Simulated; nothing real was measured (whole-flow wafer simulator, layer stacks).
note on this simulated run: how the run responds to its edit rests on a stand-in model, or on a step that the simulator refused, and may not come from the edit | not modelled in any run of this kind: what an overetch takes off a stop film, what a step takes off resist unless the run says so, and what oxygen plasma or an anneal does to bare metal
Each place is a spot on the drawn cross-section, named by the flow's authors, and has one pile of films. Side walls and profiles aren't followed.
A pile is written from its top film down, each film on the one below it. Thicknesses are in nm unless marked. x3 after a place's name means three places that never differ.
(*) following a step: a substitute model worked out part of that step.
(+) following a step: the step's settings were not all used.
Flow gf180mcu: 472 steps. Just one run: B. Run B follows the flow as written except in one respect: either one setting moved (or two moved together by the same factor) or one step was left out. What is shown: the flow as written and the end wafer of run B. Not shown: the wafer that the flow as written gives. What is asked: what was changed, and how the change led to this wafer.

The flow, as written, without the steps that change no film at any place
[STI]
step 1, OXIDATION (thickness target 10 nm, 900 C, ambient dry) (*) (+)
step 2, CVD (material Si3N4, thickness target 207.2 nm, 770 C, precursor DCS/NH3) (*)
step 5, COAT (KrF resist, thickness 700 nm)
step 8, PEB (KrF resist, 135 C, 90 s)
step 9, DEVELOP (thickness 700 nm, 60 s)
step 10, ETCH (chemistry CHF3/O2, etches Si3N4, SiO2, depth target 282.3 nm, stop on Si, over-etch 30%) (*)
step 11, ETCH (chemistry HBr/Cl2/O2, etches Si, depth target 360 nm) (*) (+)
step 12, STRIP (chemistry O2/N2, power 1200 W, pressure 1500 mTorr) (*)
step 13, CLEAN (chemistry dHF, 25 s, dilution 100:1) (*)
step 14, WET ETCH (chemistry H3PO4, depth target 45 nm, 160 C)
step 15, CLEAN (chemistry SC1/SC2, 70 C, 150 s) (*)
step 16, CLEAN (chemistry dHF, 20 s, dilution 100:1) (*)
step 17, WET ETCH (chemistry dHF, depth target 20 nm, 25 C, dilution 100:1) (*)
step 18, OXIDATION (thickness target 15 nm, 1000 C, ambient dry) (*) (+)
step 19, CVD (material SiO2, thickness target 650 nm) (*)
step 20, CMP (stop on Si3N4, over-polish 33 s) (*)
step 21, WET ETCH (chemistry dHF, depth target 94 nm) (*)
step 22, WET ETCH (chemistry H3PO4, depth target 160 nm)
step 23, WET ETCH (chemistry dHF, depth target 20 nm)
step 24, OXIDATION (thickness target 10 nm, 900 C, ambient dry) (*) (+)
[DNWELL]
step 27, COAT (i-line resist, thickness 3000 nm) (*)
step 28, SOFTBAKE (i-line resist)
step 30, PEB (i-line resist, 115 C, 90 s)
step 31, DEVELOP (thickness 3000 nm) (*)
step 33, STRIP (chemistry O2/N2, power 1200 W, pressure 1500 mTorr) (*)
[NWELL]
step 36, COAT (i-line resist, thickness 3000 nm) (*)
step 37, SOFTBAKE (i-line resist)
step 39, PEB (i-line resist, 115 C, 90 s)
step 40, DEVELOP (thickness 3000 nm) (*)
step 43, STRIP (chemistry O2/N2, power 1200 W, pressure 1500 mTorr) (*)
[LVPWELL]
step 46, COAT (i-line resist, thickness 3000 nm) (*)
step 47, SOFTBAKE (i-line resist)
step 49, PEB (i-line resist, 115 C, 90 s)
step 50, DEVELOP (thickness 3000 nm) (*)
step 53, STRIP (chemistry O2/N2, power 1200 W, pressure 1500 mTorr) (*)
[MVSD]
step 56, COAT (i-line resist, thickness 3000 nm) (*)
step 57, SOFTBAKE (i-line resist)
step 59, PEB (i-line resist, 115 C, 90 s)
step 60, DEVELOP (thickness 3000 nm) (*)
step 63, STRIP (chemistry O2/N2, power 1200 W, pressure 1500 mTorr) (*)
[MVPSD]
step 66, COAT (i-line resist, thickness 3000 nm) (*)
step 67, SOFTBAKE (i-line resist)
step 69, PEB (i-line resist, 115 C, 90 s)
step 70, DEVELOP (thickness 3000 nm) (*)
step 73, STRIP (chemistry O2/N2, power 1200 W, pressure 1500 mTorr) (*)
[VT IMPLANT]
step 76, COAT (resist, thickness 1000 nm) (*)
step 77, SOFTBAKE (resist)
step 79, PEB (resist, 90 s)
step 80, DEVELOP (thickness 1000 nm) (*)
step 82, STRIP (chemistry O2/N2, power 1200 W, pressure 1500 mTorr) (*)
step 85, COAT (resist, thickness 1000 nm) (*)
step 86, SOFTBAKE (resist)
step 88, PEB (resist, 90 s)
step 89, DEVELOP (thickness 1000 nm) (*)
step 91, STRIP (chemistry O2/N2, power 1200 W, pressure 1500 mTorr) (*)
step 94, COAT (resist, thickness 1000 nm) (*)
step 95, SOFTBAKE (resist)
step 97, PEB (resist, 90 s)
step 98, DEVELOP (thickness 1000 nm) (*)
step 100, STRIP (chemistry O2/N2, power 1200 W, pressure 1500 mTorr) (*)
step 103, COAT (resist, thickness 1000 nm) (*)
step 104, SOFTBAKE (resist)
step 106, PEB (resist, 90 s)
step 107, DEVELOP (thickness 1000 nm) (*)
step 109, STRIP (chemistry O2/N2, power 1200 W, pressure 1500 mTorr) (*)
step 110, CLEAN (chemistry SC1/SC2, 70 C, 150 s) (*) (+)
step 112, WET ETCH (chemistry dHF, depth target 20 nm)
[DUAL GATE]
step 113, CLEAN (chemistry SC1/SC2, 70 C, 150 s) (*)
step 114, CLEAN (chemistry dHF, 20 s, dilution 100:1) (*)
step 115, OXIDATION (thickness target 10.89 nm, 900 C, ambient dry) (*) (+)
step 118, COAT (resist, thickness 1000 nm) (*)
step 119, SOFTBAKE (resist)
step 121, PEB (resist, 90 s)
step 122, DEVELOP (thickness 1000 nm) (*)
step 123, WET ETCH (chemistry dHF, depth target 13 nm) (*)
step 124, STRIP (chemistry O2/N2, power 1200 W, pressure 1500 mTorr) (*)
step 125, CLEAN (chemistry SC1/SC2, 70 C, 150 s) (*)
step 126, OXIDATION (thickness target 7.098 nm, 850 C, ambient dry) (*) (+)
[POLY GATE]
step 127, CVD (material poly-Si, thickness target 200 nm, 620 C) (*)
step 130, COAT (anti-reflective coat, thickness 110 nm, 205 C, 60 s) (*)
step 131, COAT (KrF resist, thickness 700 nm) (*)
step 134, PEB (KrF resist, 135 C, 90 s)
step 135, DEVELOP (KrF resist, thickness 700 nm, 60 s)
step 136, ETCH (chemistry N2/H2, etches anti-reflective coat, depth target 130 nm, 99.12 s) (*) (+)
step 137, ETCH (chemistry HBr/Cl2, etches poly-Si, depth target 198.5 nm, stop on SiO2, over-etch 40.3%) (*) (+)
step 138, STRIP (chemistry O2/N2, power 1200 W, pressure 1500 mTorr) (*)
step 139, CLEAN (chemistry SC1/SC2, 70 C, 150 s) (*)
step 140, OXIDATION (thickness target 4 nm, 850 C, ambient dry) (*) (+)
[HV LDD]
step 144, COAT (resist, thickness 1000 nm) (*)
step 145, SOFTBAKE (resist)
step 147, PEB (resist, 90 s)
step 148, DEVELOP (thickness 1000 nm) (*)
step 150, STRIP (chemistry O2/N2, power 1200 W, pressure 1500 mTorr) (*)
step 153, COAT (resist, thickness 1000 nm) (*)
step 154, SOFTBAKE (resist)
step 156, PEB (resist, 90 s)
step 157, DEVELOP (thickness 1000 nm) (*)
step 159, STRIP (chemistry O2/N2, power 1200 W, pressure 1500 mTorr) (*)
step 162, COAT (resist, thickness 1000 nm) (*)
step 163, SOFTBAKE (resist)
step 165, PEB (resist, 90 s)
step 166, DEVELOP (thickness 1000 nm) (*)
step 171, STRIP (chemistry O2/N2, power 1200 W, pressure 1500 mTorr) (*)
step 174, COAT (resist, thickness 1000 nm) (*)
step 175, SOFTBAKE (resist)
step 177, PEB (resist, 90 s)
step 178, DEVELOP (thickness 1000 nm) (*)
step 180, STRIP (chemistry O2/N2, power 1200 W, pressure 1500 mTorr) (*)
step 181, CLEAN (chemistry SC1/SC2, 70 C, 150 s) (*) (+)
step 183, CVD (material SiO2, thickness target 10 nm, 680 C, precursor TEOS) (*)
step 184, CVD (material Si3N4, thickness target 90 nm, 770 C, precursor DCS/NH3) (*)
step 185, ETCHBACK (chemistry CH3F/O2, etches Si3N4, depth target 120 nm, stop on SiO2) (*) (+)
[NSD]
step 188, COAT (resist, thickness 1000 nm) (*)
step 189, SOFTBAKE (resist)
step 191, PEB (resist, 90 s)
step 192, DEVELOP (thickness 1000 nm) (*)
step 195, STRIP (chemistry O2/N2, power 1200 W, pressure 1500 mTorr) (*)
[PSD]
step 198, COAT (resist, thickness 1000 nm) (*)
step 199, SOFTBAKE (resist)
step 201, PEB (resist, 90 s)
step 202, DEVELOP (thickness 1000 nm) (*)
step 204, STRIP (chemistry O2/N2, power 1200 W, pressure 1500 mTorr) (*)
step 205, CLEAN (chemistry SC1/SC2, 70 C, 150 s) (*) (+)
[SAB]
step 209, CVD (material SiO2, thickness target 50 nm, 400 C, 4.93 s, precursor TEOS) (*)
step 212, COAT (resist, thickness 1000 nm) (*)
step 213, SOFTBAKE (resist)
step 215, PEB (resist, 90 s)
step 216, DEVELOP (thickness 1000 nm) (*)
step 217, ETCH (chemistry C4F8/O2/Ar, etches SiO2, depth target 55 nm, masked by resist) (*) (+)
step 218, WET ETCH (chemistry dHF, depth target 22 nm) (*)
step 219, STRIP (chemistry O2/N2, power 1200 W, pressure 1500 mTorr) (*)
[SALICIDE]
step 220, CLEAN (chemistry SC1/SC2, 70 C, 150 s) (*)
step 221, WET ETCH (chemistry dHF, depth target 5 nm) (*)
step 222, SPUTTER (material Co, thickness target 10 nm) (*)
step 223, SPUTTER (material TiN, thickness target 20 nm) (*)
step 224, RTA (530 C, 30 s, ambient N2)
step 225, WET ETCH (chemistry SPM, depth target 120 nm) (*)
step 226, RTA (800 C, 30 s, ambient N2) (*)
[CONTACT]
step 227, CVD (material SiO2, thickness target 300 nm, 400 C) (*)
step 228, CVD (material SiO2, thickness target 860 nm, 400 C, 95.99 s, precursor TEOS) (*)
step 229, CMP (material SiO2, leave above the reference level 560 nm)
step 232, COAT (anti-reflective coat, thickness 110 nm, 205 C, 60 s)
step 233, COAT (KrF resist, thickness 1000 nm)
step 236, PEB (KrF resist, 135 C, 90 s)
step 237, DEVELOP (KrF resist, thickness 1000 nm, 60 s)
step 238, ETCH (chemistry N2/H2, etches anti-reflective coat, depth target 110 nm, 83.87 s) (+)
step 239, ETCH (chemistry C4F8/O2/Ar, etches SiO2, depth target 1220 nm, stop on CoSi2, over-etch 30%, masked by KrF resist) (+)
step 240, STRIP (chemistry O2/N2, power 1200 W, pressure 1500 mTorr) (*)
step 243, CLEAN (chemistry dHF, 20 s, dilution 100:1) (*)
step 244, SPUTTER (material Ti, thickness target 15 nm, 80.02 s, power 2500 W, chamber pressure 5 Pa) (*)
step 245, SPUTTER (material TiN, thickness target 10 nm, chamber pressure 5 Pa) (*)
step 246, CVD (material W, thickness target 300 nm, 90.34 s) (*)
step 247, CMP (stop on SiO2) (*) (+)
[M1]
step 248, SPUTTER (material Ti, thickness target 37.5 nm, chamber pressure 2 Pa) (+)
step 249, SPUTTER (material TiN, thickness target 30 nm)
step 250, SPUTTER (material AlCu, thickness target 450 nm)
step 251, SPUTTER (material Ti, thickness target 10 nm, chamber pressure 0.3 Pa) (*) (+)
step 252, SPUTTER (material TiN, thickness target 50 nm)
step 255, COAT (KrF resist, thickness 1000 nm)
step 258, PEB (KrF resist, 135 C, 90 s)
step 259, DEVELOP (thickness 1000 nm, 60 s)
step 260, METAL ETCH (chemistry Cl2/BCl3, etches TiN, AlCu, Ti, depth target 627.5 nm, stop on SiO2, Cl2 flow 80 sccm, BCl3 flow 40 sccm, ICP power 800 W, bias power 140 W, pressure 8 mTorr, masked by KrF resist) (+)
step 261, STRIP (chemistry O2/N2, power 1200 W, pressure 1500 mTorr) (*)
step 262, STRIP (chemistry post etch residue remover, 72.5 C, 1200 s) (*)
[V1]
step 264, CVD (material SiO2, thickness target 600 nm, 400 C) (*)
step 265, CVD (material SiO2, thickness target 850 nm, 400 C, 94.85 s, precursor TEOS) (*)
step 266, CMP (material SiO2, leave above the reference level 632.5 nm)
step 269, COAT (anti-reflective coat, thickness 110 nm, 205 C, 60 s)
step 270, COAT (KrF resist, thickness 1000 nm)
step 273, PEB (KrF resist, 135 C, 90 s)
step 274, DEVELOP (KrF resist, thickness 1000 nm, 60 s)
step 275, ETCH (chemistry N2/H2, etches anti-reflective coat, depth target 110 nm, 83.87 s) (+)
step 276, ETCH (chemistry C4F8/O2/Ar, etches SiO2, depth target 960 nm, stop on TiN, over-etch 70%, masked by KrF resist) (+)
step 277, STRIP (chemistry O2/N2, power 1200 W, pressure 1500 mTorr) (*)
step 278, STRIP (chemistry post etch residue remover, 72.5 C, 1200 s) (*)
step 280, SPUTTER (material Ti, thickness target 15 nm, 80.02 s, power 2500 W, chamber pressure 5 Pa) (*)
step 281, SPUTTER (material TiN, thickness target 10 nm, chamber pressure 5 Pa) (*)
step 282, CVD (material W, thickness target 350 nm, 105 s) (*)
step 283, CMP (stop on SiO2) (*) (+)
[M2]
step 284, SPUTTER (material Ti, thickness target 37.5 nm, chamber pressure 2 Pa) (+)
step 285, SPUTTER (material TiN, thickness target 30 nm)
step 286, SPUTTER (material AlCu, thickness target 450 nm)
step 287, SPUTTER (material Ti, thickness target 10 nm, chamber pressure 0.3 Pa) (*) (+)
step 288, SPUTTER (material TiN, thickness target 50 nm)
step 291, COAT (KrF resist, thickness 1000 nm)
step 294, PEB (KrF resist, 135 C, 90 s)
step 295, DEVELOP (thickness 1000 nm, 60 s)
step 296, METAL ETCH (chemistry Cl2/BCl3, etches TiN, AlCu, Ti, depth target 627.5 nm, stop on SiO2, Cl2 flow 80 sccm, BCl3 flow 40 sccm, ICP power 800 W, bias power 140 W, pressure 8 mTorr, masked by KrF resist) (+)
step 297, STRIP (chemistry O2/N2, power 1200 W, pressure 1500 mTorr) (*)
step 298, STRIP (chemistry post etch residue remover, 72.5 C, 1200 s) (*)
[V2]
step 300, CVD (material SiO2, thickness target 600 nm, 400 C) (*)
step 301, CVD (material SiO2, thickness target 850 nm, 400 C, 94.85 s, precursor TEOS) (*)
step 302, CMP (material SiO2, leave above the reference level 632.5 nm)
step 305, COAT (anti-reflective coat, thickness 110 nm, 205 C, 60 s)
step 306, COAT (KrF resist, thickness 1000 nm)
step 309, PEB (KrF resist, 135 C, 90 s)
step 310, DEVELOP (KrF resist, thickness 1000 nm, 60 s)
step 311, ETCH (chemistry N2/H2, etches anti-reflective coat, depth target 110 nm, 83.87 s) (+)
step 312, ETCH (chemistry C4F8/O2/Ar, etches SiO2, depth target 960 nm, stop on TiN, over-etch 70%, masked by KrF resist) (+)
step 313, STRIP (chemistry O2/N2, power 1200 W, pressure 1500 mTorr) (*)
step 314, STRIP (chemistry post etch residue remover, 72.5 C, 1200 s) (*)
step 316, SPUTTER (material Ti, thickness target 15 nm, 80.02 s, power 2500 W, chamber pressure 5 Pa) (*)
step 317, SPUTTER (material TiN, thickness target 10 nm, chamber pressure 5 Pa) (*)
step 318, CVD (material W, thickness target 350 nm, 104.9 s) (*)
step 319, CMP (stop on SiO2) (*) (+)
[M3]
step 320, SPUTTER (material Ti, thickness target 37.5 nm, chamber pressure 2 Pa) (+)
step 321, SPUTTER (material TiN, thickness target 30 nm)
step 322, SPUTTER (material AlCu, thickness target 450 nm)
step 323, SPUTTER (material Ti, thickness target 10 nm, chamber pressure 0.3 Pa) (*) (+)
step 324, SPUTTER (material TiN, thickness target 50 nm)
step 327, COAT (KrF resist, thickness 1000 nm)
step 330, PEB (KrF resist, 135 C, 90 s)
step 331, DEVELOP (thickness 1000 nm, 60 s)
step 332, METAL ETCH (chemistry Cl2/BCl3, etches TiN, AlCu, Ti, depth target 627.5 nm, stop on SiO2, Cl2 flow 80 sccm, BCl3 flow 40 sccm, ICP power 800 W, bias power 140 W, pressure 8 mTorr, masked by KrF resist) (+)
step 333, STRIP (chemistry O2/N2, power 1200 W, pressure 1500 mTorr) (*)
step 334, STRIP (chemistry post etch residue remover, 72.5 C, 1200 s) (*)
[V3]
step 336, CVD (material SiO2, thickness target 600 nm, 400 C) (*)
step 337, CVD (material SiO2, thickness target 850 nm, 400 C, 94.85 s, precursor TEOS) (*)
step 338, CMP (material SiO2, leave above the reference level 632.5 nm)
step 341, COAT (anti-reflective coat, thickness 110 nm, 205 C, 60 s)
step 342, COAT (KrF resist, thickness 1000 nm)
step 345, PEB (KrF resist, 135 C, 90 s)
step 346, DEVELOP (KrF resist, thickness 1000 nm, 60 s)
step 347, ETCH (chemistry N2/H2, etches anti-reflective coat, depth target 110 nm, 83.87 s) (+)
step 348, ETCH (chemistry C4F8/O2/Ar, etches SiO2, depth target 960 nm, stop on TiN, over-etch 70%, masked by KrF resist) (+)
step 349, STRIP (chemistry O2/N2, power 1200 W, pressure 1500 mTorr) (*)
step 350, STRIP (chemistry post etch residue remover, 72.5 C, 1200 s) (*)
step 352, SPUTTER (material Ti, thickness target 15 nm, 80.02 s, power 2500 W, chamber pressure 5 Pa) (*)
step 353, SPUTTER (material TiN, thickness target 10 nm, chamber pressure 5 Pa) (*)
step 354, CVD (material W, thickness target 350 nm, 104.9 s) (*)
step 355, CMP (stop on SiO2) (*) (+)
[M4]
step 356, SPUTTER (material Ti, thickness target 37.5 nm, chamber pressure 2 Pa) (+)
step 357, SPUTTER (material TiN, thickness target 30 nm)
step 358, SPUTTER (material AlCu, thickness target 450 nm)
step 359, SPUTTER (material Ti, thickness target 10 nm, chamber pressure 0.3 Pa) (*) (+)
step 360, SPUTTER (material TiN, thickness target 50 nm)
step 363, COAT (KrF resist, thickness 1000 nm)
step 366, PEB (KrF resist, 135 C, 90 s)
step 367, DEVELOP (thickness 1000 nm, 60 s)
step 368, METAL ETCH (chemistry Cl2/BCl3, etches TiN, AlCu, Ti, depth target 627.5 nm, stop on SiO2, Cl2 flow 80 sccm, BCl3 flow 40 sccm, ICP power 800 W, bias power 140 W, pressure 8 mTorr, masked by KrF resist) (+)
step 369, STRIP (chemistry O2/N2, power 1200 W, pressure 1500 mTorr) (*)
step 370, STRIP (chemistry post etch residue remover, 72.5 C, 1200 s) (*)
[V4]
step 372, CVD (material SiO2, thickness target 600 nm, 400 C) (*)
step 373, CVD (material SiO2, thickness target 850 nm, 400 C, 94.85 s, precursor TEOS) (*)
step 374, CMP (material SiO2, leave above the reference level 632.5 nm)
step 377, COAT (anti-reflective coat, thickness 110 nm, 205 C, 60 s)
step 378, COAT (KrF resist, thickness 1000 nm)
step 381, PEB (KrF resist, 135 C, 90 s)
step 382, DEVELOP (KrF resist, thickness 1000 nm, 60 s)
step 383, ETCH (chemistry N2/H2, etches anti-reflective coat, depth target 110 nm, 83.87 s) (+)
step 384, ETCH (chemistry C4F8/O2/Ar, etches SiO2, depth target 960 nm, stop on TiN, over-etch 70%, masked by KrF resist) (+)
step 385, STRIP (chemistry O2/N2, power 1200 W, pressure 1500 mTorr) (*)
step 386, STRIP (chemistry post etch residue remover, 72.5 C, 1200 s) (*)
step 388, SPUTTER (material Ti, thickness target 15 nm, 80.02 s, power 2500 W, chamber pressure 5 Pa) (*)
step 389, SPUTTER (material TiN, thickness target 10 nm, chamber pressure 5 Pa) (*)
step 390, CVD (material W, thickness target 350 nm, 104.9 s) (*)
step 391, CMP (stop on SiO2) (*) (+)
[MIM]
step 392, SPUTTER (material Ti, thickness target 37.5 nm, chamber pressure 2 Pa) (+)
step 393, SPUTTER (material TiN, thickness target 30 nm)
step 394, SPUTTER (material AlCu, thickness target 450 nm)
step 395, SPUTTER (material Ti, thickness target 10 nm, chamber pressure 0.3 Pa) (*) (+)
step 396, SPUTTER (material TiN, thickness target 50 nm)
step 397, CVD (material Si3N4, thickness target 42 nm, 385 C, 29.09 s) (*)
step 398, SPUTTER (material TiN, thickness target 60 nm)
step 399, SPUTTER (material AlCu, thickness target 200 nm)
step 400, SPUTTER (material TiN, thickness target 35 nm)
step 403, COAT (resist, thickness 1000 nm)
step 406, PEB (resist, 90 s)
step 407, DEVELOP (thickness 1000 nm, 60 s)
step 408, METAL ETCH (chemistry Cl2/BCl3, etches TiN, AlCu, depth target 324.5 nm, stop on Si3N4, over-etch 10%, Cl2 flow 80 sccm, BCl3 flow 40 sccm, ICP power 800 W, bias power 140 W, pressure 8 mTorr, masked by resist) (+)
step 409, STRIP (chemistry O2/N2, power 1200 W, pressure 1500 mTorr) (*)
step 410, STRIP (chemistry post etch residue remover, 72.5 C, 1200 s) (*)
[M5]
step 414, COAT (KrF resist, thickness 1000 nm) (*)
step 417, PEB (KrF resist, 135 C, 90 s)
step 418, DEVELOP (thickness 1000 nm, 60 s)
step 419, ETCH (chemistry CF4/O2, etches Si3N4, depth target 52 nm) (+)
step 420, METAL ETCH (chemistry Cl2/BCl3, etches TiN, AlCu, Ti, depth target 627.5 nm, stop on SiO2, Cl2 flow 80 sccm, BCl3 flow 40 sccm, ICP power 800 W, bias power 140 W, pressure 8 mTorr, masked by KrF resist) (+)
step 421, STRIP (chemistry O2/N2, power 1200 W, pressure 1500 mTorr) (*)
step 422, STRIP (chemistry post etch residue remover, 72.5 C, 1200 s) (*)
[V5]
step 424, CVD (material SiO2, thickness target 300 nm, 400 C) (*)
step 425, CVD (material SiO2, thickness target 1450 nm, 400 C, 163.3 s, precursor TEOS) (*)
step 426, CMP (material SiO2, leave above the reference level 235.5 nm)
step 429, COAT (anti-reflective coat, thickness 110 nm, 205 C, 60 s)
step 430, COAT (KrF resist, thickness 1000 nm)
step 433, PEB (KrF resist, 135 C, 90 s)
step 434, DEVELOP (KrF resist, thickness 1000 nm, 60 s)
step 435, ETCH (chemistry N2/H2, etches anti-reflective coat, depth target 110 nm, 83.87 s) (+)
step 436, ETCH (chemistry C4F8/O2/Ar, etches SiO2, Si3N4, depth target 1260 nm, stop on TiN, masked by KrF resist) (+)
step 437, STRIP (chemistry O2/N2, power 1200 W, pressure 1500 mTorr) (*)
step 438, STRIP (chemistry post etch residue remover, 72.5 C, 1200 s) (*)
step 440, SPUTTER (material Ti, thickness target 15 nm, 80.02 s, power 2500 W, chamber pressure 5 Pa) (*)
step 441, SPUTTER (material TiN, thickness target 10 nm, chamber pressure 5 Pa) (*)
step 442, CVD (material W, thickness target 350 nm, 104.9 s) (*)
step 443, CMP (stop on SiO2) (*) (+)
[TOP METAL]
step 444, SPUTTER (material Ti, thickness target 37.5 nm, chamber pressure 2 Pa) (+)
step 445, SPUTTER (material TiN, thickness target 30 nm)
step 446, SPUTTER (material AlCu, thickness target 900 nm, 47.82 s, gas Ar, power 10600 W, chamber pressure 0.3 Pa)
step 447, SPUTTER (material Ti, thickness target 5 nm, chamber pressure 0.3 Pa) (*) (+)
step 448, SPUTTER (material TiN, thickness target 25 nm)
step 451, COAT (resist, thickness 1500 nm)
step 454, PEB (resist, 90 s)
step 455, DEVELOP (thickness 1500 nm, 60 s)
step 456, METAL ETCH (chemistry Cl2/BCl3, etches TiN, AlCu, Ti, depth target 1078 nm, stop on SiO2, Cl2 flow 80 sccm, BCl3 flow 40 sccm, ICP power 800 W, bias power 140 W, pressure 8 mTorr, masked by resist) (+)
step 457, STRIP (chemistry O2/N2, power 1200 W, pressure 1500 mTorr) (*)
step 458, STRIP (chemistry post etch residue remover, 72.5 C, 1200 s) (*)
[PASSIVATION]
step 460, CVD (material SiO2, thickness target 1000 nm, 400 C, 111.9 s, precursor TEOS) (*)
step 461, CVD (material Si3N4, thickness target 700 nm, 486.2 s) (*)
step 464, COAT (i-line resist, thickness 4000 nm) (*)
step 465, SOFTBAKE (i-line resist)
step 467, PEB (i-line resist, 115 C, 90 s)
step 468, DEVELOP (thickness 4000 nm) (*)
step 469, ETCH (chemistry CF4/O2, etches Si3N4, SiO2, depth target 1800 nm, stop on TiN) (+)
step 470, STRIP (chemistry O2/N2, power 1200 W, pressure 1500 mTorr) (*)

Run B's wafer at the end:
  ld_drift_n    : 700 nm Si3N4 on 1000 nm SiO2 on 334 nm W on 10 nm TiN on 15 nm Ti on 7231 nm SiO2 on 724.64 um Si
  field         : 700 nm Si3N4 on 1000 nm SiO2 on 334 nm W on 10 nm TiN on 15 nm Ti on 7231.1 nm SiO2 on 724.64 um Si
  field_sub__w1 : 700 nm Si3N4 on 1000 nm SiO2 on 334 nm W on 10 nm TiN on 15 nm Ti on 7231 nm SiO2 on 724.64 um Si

Cause: step 443, CMP: stop on SiO2 (*) (+), was omitted.

The path from the change to this, step by step:
  step 456, METAL ETCH (chemistry Cl2/BCl3, etches TiN, AlCu, Ti, depth target 1078 nm, stop on SiO2, Cl2 flow 80 sccm, BCl3 flow 40 sccm, ICP power 800 W, bias power 140 W, pressure 8 mTorr, masked by resist) (+)
      field, field__w1, field__w2 and 103 more: -25 TiN (all of it), -5 Ti (all of it), -900 AlCu (all of it), -30 TiN (all of it), -37.5 Ti (all of it), -10 W (in the flow as written it would be: -25 TiN (all of it), -5 Ti (all of it), -900 AlCu (all of it), -30 TiN (all of it), -37.5 Ti (all of it))
  step 458, STRIP (chemistry post etch residue remover, 72.5 C, 1200 s) (*)
      field, field__w1, field__w2 and 103 more: -6.01 W (in the flow as written it would be: nothing)
  step 460, CVD (material SiO2, thickness target 1000 nm, 400 C, 111.9 s, precursor TEOS) (*)
      field, field__w1, field__w2 and 103 more: +1000 SiO2 (new film) (in the flow as written it would be: +1000 SiO2)
  step 465, SOFTBAKE (i-line resist)
      field__w11, field__w13: +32 i-line resist (in the flow as written it would be: +37.9 i-line resist)
      field: -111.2 i-line resist (in the flow as written it would be: -120.6 i-line resist)
      (as well as at 63 more places)
If metal films that touch count as one body, ld_drift_n has 1 body; the flow as written gives 0 bodies.
If metal films that touch count as one body, field has 1 body; the flow as written gives 0 bodies.
If metal films that touch count as one body, field_sub__w1 has 1 body; the flow as written gives 0 bodies.
